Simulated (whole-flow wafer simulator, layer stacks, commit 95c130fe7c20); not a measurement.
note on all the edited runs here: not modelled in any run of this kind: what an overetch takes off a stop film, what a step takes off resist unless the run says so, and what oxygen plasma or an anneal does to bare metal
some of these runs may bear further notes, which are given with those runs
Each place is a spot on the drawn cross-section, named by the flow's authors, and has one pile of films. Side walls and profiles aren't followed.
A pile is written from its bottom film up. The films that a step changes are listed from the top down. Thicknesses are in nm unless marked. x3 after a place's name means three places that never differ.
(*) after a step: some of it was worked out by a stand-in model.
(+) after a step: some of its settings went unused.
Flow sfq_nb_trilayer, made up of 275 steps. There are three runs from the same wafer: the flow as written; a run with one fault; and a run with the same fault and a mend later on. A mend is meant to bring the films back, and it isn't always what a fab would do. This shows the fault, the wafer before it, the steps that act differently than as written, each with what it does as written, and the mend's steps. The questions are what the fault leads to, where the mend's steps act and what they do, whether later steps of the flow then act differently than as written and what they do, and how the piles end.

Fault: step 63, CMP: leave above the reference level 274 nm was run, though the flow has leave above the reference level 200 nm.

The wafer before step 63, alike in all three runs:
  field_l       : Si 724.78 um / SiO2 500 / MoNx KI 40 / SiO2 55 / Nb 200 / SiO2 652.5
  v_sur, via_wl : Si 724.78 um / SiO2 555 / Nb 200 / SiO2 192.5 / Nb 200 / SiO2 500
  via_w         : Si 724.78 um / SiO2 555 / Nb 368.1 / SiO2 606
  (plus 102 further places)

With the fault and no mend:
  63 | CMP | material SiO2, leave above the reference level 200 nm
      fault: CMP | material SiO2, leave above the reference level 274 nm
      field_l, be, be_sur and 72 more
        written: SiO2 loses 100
        fault: SiO2 loses 26
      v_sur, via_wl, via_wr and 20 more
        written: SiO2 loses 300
        fault: SiO2 loses 226
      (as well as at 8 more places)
  Later steps of the flow acting differently than as written (4 other steps are not shown; they differ only slightly, by no more than 2% or 0.5 nm, whichever is larger):
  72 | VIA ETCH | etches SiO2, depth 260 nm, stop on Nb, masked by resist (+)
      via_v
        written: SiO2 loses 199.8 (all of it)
        fault: SiO2 loses 260
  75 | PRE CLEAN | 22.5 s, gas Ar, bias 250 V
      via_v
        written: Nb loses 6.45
        fault: SiO2 loses 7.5
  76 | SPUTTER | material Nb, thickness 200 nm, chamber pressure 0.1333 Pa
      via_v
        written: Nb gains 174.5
        fault: Nb gains 163.1 (new film)
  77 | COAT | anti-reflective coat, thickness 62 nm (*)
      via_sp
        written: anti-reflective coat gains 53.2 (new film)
        fault: anti-reflective coat gains 51.9 (new film)
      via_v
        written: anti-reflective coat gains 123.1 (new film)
        fault: anti-reflective coat gains 136.1 (new film)
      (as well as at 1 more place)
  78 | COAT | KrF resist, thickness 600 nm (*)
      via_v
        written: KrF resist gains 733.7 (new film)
        fault: KrF resist gains 783.4 (new film)
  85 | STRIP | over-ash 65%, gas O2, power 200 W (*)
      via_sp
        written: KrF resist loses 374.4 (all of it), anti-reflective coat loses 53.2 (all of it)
        fault: KrF resist loses 370.4 (all of it), anti-reflective coat loses 51.9 (all of it)
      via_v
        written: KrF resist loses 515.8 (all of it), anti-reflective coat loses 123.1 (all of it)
        fault: KrF resist loses 565.3 (all of it), anti-reflective coat loses 136.1 (all of it)
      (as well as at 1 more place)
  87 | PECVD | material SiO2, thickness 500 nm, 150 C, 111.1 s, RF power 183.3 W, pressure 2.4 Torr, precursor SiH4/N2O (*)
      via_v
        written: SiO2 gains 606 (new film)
        fault: SiO2 gains 678.7 (new film)
  By the end, the piles at field_l, v_sur, via_wl and 103 more depart from the flow's by more than 2% or 0.5 nm, whichever is larger.
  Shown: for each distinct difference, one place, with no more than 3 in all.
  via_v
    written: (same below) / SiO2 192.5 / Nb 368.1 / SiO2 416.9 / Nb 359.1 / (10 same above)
    fault: (same below) / SiO2 192.5 / Nb 200 / SiO2 6.34 / Nb 163.1 / SiO2 489.6 / Nb 359.1 / (10 same above)
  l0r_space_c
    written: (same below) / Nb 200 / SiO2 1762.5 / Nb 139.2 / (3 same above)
    fault: (same below) / Nb 200 / SiO2 1836.5 / Nb 139.2 / (3 same above)
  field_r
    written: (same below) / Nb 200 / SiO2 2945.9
    fault: (same below) / Nb 200 / SiO2 3019.9

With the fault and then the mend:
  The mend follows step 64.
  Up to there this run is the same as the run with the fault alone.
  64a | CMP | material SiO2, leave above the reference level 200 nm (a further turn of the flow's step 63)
      field_l, v_sur, via_wl and 103 more
        SiO2 loses 74
  None of the later steps of the flow acts differently than as written at any place that is followed.
  The piles end the same as the flow's at every place that both follow.
